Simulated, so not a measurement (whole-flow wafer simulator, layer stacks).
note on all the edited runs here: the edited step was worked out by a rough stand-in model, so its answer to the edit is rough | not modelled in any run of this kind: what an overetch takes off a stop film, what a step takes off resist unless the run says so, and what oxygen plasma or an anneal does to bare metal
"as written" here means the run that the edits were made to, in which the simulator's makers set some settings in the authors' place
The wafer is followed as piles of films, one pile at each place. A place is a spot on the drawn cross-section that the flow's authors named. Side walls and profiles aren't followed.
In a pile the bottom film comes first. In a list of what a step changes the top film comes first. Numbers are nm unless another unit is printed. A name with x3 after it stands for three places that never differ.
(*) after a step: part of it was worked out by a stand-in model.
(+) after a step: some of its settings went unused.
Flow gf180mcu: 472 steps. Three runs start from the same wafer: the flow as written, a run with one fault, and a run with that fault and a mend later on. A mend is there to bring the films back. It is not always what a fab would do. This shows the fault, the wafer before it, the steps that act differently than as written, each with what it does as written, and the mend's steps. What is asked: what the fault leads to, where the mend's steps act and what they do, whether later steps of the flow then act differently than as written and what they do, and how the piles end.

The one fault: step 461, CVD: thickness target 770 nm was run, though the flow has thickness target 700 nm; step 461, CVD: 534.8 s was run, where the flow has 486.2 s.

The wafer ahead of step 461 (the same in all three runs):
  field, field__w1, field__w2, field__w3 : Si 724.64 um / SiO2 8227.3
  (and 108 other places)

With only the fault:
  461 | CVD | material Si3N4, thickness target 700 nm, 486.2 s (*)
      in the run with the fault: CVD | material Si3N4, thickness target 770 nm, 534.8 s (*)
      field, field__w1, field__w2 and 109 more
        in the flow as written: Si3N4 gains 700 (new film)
        in the run with the fault: Si3N4 gains 770 (new film)
  Steps further on in the flow that do not act as written (5 more steps, not shown, differ only slightly: by at most 2% or 0.5 nm, whichever is larger):
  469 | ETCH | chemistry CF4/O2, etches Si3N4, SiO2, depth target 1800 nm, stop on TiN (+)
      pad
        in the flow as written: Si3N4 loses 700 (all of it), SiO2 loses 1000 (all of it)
        in the run with the fault: Si3N4 loses 770 (all of it), SiO2 loses 1000 (all of it)
  The piles end different from the flow's at field, field__w1, field__w2 and 108 more by more than 2% or 0.5 nm, whichever is larger.
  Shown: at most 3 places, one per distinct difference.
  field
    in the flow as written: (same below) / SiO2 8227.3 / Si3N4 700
    in the run with the fault: (same below) / SiO2 8227.3 / Si3N4 770
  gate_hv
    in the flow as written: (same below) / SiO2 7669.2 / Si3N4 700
    in the run with the fault: (same below) / SiO2 7669.2 / Si3N4 770
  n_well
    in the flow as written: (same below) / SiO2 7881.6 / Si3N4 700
    in the run with the fault: (same below) / SiO2 7881.6 / Si3N4 770

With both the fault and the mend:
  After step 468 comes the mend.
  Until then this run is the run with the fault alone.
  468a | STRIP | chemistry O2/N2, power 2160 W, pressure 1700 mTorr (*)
      iso_ptap_pw, iso_ntap_nw, iso_nw_fld and 33 more
        i-line resist loses 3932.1 (all of it)
      p_well, sti, spacer, sd_n, mim_1p0, dice_street
        i-line resist loses 3938.3 (all of it)
      n_well, sd_p, nw_enc_fld_lv__w3
        i-line resist loses 3977.8 (all of it)
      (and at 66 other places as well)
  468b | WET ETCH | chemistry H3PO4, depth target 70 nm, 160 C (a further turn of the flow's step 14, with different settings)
      field, field__w1, field__w2 and 109 more
        Si3N4 loses 70
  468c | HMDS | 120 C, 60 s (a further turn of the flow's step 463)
      leaves every film unchanged at each place that is followed
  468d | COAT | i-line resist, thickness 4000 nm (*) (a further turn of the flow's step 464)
      iso_ptap_pw, iso_ntap_nw, iso_nw_fld and 33 more
        i-line resist gains 4000 (new film)
      field__w5, field__w9, field__w11, field__w13, sd_p_hv, gate_p_hv, nplus_u, npoly_u
        i-line resist gains 4016.9 (new film)
      p_well, sti, spacer, sd_n, mim_1p0, dice_street
        i-line resist gains 4006.3 (new film)
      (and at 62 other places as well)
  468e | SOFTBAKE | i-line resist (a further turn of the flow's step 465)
      field__w11, field__w13, mim, ppoly_u
        i-line resist gains 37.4
      field__w2, field_sub__w3, field_sub__w4
        i-line resist gains 33.2
      ld_acc_p, ld_fp_p
        i-line resist gains 33.6
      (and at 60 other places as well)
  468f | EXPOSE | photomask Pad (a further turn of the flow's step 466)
      leaves every film unchanged at each place that is followed
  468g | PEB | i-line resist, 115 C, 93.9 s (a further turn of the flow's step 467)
      iso_ptap_pw, iso_ntap_nw, iso_nw_fld and 33 more
        i-line resist loses 67.9
      field, field__w2, field__w3 and 25 more
        i-line resist loses 68.8
      field_sub, field_sub__w1, field_sub__w2 and 23 more
        i-line resist loses 68.7
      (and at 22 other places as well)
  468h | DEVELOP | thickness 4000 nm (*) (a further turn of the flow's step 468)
      field__w1, field__w2, field__w3 and 16 more
        i-line resist loses 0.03
      pad
        i-line resist loses 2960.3 (all of it)
  Every later step of the flow that is run acts as written, at every place that is followed, to within 2% or 0.5 nm, whichever is larger.
  The piles end the same as the flow's at every place that both follow.
